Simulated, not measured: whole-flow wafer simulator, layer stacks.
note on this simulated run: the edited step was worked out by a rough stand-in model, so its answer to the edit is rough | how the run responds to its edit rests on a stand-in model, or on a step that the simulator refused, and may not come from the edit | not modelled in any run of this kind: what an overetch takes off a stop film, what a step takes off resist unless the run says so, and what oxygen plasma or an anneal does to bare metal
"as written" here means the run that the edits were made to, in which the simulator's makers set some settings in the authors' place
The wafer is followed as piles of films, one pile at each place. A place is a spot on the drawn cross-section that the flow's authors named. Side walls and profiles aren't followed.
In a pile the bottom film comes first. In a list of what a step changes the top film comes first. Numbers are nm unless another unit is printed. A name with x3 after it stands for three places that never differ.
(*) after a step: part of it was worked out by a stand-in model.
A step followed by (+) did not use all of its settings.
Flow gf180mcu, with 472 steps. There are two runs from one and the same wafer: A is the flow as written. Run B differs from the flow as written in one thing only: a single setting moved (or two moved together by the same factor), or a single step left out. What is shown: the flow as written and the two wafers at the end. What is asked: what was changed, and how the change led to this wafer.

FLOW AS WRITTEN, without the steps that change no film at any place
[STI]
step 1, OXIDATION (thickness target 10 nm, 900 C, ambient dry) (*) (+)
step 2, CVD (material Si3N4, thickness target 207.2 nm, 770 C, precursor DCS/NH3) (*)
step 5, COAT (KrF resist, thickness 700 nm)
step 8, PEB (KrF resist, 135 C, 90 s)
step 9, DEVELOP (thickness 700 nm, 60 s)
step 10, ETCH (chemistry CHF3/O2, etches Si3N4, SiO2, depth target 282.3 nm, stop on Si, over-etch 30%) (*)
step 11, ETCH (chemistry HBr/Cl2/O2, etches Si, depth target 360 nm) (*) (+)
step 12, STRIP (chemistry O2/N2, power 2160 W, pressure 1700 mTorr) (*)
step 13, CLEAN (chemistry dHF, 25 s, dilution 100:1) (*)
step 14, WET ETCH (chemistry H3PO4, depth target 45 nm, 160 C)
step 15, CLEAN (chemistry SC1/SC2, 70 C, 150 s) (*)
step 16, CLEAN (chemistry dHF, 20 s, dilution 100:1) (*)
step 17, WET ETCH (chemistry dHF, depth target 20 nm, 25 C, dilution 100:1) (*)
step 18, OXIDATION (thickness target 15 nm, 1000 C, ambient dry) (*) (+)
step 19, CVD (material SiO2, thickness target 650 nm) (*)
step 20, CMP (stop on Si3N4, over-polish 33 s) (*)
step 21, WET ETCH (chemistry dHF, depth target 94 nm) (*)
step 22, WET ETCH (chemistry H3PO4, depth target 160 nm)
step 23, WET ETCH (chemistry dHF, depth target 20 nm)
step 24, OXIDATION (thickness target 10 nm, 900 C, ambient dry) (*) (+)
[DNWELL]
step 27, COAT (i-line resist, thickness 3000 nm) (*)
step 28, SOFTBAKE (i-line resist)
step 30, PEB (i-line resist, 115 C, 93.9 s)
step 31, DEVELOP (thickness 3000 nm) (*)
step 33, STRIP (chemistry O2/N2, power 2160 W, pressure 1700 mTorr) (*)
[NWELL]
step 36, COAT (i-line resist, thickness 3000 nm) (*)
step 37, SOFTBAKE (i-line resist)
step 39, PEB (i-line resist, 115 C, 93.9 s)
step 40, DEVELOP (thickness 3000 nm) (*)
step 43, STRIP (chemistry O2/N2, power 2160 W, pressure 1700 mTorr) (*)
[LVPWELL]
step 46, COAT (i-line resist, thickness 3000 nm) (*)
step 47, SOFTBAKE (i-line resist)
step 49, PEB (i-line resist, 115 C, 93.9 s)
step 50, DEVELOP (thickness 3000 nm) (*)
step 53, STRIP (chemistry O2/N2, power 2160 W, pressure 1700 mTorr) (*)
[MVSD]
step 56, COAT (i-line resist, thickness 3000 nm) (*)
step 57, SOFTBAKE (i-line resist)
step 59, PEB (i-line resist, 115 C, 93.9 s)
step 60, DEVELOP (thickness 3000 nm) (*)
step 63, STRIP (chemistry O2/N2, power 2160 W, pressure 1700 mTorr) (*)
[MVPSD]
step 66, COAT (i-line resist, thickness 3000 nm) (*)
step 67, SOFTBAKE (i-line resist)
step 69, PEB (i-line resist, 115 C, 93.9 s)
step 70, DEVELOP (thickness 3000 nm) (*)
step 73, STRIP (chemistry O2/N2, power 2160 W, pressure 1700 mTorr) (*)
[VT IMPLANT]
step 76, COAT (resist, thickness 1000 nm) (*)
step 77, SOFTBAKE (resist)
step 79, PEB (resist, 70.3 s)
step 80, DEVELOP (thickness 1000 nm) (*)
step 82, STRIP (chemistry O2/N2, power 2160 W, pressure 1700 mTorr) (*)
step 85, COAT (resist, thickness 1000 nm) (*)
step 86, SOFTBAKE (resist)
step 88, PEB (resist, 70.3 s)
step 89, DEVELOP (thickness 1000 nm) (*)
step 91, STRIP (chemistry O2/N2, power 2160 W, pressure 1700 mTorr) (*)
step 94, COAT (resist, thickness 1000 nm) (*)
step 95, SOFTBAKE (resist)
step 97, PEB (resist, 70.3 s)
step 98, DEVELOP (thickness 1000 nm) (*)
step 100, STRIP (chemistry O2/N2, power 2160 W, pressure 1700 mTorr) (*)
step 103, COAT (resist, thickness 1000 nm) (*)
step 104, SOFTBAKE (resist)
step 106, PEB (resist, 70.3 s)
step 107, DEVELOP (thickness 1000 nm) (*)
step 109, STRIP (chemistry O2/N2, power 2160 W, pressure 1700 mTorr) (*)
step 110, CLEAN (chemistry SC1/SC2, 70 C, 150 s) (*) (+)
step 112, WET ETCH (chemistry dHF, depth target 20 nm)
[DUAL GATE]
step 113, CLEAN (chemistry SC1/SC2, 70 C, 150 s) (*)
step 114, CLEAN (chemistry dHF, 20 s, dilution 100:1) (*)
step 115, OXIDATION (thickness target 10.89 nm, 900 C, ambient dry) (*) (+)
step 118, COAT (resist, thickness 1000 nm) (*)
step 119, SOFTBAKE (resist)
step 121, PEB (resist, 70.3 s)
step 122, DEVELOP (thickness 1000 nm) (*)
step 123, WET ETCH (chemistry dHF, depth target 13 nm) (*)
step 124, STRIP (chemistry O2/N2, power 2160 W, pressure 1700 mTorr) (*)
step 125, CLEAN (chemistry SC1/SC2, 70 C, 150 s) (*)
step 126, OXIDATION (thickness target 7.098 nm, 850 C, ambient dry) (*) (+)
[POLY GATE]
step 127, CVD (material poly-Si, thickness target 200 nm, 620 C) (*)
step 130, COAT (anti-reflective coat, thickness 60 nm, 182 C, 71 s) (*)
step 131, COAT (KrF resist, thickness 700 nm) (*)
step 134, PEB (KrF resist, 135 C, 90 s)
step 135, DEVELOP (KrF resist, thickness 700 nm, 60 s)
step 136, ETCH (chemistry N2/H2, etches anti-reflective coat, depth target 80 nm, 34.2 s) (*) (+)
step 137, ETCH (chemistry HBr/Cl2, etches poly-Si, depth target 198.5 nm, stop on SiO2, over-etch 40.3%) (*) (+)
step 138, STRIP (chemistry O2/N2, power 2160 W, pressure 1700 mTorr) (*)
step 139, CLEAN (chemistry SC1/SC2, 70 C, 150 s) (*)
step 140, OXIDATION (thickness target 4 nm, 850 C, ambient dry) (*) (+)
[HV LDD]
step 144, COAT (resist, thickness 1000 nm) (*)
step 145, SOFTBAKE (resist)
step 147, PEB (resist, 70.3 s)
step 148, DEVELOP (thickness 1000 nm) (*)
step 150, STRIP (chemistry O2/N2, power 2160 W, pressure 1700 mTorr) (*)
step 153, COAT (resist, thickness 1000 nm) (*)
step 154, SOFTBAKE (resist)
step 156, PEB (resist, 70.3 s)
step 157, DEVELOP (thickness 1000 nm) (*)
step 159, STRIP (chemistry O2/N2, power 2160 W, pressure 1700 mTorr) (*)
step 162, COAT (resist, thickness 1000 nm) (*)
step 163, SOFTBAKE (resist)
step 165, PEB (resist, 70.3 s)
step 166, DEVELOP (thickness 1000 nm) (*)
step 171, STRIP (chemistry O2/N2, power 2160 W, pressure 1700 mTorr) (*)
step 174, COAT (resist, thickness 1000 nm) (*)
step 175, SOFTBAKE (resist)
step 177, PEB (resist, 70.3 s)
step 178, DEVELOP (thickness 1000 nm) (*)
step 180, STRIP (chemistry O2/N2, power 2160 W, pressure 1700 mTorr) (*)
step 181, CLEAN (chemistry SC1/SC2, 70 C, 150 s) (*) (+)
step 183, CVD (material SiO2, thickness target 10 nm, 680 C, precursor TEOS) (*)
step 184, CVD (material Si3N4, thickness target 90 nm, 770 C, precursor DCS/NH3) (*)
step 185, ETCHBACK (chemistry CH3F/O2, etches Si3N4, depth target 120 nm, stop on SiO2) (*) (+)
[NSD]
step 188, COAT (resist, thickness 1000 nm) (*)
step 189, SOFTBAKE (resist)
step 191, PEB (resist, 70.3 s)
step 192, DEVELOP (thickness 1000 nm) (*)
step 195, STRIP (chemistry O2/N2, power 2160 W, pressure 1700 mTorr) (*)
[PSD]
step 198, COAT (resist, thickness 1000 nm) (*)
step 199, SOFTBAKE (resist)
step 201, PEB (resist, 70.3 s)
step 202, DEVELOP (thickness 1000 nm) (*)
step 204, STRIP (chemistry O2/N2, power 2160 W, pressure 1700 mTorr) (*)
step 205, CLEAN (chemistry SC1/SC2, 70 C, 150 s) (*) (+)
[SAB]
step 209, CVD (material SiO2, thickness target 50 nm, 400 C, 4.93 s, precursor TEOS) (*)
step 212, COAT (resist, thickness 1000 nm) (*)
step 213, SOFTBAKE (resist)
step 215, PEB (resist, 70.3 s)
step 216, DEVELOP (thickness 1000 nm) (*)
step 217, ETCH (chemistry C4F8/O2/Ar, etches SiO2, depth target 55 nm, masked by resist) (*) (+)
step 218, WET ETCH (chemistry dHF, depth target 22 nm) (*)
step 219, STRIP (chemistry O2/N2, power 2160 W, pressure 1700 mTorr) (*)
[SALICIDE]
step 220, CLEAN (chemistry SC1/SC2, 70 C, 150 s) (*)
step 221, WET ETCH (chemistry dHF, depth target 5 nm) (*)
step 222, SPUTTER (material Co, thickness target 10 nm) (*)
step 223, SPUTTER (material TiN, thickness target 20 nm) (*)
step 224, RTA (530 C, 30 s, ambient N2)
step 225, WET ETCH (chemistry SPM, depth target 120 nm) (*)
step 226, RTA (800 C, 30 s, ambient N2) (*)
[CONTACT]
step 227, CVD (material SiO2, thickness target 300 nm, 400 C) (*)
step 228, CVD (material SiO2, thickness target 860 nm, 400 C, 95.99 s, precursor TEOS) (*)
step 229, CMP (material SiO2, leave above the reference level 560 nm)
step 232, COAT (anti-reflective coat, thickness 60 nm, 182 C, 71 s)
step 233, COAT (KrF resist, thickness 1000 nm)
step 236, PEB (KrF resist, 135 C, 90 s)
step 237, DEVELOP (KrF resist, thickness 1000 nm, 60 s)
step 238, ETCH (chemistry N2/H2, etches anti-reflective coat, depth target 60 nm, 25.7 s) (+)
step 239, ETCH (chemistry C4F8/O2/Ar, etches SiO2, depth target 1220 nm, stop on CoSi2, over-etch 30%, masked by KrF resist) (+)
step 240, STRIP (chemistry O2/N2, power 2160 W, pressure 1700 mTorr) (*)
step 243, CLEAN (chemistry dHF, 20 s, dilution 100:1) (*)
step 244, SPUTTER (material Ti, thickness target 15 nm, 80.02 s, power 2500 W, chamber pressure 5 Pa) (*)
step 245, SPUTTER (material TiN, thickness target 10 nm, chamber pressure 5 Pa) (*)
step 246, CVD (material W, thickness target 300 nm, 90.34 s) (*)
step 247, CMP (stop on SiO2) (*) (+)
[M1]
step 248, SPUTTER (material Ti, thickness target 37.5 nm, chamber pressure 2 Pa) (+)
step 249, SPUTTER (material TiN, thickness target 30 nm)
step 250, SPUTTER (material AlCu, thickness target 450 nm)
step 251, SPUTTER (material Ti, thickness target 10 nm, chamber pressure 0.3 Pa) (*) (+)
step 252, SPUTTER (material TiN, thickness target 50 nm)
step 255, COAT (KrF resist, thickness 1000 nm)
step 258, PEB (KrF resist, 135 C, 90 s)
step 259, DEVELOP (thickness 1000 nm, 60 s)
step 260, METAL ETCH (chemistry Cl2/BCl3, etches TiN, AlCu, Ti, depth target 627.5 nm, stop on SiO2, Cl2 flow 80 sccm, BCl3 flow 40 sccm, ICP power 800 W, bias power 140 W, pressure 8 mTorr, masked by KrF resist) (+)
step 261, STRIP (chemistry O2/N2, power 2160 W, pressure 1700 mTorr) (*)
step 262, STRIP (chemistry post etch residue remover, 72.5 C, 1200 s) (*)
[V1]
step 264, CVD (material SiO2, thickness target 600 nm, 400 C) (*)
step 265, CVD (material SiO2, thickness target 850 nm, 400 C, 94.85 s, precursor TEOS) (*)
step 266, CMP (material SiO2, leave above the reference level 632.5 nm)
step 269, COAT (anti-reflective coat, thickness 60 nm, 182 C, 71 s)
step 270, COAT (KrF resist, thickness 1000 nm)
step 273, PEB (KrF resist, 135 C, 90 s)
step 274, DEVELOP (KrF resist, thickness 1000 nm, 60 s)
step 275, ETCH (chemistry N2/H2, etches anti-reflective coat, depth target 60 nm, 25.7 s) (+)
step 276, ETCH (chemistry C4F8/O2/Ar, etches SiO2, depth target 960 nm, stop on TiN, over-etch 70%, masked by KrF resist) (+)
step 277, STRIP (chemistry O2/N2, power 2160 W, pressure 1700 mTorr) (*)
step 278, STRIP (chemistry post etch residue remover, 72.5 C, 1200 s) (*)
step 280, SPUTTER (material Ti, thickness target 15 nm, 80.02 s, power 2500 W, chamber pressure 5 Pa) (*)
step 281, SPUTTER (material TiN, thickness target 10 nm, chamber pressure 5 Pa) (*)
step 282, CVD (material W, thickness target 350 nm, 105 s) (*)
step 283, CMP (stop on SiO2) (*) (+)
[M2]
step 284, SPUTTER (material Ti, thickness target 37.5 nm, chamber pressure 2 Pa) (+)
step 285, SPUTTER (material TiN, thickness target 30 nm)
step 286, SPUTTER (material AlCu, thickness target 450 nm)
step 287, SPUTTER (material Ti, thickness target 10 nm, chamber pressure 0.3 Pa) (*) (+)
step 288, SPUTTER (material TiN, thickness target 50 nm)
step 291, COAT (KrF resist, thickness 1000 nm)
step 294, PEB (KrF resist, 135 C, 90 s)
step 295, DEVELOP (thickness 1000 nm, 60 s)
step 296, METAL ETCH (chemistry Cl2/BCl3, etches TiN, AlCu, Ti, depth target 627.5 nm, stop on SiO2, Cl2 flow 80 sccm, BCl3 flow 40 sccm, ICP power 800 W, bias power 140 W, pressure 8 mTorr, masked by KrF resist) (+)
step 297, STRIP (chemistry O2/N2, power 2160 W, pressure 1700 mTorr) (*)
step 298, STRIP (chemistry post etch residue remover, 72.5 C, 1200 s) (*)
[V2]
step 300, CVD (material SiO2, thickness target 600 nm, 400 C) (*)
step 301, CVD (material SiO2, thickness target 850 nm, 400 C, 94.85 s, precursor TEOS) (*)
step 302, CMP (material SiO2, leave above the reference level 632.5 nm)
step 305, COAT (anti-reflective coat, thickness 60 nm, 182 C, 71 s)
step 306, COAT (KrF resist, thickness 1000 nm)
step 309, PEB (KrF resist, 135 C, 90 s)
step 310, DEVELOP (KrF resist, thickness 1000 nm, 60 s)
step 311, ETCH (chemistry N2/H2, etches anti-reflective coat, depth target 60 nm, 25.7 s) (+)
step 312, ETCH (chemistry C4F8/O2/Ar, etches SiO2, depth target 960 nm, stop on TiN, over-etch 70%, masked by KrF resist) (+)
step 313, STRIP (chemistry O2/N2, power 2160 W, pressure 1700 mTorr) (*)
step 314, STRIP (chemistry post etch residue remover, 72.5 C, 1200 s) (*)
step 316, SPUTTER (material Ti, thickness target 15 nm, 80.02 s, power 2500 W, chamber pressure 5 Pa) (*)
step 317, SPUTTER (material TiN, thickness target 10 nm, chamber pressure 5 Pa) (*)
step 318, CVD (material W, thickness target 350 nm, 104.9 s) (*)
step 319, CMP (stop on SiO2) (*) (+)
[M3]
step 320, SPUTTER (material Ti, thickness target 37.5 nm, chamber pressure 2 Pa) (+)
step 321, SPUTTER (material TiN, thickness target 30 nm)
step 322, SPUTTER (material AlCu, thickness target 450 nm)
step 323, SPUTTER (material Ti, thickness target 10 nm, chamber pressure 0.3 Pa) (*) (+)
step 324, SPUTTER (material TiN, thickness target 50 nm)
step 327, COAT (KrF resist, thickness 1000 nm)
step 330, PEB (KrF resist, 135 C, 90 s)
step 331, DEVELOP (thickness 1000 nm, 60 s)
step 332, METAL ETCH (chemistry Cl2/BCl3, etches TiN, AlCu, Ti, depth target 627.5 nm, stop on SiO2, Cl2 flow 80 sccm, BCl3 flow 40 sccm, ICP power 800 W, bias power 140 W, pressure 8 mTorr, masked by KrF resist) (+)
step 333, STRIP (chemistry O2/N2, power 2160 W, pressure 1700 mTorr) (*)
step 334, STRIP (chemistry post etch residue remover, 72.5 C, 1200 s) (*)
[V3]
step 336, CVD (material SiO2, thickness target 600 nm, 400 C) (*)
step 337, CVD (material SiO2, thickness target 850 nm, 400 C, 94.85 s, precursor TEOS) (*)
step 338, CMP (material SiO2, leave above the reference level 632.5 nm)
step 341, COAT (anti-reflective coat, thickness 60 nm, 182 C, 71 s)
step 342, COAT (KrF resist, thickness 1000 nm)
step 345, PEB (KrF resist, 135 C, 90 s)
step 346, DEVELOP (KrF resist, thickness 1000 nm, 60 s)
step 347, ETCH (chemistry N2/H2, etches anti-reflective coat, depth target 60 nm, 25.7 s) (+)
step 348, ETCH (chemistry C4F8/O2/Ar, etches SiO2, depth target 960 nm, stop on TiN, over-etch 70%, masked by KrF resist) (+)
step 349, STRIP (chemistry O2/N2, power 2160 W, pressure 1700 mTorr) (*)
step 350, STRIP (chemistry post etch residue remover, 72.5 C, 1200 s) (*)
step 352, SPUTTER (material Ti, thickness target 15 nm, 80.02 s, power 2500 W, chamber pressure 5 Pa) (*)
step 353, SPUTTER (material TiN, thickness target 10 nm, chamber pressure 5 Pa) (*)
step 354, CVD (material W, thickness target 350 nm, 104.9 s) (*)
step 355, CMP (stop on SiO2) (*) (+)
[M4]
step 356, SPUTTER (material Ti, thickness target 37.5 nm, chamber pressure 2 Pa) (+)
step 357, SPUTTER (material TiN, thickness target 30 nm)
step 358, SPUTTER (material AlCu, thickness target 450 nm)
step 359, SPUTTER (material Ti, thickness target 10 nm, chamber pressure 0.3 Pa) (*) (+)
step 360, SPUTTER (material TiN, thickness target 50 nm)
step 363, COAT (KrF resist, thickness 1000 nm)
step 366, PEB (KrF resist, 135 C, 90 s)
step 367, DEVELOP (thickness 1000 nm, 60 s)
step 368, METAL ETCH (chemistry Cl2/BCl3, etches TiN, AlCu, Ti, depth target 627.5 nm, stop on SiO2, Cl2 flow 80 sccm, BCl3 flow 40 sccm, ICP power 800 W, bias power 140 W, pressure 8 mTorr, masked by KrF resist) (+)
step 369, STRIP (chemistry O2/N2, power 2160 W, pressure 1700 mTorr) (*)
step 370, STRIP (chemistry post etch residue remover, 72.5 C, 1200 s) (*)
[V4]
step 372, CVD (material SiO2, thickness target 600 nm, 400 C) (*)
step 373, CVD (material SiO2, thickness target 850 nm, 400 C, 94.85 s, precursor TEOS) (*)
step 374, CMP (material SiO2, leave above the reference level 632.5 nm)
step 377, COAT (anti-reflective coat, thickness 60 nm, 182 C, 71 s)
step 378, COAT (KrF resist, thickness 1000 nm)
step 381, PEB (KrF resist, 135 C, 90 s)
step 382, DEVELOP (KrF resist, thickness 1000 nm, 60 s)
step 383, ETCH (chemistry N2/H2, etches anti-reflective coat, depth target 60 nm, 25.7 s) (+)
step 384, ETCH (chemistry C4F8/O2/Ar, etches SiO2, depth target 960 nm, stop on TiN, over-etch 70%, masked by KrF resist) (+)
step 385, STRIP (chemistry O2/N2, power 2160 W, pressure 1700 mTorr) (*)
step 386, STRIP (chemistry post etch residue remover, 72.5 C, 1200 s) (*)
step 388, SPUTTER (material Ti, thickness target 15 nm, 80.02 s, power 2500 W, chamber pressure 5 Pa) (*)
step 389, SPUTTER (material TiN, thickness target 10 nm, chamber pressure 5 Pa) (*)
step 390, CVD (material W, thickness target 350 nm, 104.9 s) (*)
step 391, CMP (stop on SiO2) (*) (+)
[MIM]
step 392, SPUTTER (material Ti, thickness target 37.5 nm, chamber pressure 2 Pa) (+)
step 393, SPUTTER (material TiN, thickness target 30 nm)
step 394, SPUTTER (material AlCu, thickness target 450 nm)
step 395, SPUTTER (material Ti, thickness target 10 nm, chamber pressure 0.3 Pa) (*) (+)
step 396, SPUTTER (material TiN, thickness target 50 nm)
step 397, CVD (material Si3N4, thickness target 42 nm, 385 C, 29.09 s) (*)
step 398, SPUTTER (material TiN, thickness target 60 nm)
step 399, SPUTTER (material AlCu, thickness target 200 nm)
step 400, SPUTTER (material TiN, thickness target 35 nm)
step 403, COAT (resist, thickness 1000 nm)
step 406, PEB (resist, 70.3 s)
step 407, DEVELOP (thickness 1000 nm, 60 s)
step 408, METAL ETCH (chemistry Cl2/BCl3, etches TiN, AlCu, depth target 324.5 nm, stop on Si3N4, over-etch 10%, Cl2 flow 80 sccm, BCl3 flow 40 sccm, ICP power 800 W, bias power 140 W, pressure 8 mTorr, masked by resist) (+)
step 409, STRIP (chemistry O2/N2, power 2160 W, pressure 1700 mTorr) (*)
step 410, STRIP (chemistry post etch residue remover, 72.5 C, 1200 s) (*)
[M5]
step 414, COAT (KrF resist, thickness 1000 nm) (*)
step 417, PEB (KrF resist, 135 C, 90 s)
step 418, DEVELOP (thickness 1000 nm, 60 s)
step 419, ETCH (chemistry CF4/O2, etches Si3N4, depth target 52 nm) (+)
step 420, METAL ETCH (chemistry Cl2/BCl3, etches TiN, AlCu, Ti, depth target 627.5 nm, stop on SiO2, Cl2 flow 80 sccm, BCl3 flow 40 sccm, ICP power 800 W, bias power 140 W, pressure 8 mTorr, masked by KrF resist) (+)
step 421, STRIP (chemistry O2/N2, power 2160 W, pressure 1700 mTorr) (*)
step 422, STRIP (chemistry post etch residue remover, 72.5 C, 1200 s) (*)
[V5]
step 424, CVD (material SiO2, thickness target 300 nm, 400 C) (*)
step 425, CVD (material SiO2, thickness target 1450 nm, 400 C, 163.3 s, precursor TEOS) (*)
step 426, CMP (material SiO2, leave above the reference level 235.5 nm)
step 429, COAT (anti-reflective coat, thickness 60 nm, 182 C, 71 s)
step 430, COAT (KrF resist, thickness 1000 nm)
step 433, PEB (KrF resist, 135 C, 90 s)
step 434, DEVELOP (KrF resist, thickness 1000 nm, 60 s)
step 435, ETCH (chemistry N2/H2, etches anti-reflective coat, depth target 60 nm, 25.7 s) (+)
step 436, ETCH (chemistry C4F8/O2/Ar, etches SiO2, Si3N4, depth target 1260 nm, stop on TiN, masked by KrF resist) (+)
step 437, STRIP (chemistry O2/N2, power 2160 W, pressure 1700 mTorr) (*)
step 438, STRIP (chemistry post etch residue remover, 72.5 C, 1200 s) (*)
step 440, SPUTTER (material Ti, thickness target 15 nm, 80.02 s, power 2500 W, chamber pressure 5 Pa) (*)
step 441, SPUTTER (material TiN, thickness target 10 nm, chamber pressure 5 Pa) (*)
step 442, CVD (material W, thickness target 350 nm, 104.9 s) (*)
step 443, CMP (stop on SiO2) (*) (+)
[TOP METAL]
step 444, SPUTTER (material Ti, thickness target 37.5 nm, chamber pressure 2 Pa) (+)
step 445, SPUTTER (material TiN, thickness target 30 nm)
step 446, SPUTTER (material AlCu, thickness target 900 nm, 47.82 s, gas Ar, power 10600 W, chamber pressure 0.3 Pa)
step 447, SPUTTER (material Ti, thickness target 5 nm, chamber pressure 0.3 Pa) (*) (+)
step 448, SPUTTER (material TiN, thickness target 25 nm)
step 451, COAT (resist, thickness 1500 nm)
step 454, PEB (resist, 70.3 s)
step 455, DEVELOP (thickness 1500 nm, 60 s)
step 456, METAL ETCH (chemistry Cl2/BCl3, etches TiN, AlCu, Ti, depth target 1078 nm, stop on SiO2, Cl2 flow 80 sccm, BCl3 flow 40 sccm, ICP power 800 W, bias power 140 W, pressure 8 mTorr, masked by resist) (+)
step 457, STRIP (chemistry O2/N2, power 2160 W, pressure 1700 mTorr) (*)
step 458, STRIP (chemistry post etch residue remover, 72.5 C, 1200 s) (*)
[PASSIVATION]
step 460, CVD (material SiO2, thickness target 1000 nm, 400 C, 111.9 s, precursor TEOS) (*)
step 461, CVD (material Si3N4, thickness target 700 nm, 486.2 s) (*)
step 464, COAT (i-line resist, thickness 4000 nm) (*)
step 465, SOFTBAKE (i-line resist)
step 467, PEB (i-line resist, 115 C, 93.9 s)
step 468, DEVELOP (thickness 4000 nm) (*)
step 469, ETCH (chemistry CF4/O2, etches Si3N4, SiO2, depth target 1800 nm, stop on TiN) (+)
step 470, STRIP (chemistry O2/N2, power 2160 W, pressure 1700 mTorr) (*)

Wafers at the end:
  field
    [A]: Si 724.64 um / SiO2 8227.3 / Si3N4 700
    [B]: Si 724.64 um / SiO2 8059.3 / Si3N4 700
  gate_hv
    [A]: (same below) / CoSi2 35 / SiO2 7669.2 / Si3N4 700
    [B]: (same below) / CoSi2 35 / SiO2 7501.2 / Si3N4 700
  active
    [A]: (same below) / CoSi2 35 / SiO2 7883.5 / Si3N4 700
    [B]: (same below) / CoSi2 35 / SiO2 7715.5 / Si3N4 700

Cause: step 227, CVD: thickness target 132 nm was run, whereas the flow has thickness target 300 nm.

Step by step, how the change led to this:
  step 227, CVD (material SiO2, thickness target 300 nm, 400 C) (*)
      field, field__w1, field__w2 and 58 more: A SiO2 gains 300 | B SiO2 gains 132
      active, p_well, gate and 47 more: A SiO2 gains 300 (new film) | B SiO2 gains 132 (new film)
  step 228, CVD (material SiO2, thickness target 860 nm, 400 C, 95.99 s, precursor TEOS) (*)
      field__w2: A SiO2 gains 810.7 | B SiO2 gains 792.9
      field__w3: A SiO2 gains 807.3 | B SiO2 gains 788.4
      (as well as at 1 more place)
  step 229, CMP (material SiO2, leave above the reference level 560 nm)
      ld_drift_p, ld_drn_p: A SiO2 loses 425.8 | B SiO2 loses 438.6
      nw_enc_fld_lv__w1, nw_enc_fld_lv__w4: A SiO2 loses 332.2 | B SiO2 loses 322.9
      (as well as at 7 more places)
  step 239, ETCH (chemistry C4F8/O2/Ar, etches SiO2, depth target 1220 nm, stop on CoSi2, over-etch 30%, masked by KrF resist) (+)
      field, field__w1, field__w2 and 105 more: A KrF resist loses 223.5 | B KrF resist loses 179.8
      polyc_n, polyc_p: A SiO2 loses 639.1 (all of it) | B SiO2 loses 471.1 (all of it)
      (as well as at 1 more place)
  step 240, STRIP (chemistry O2/N2, power 2160 W, pressure 1700 mTorr) (*)
      field, field__w1, field__w2 and 105 more: A KrF resist loses 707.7 (all of it), anti-reflective coat loses 60 (all of it) | B KrF resist loses 751.4 (all of it), anti-reflective coat loses 60 (all of it)
  step 244, SPUTTER (material Ti, thickness target 15 nm, 80.02 s, power 2500 W, chamber pressure 5 Pa) (*)
      contact: A Ti gains 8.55 (new film) | B Ti gains 9.44 (new film)
  step 245, SPUTTER (material TiN, thickness target 10 nm, chamber pressure 5 Pa) (*)
      contact: A TiN gains 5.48 (new film) | B TiN gains 6.04 (new film)
  step 246, CVD (material W, thickness target 300 nm, 90.34 s) (*)
      polyc_n, polyc_p: A W gains 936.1 (new film) | B W gains 768.1 (new film)
      contact: A W gains 1167.5 (new film) | B W gains 998.1 (new film)
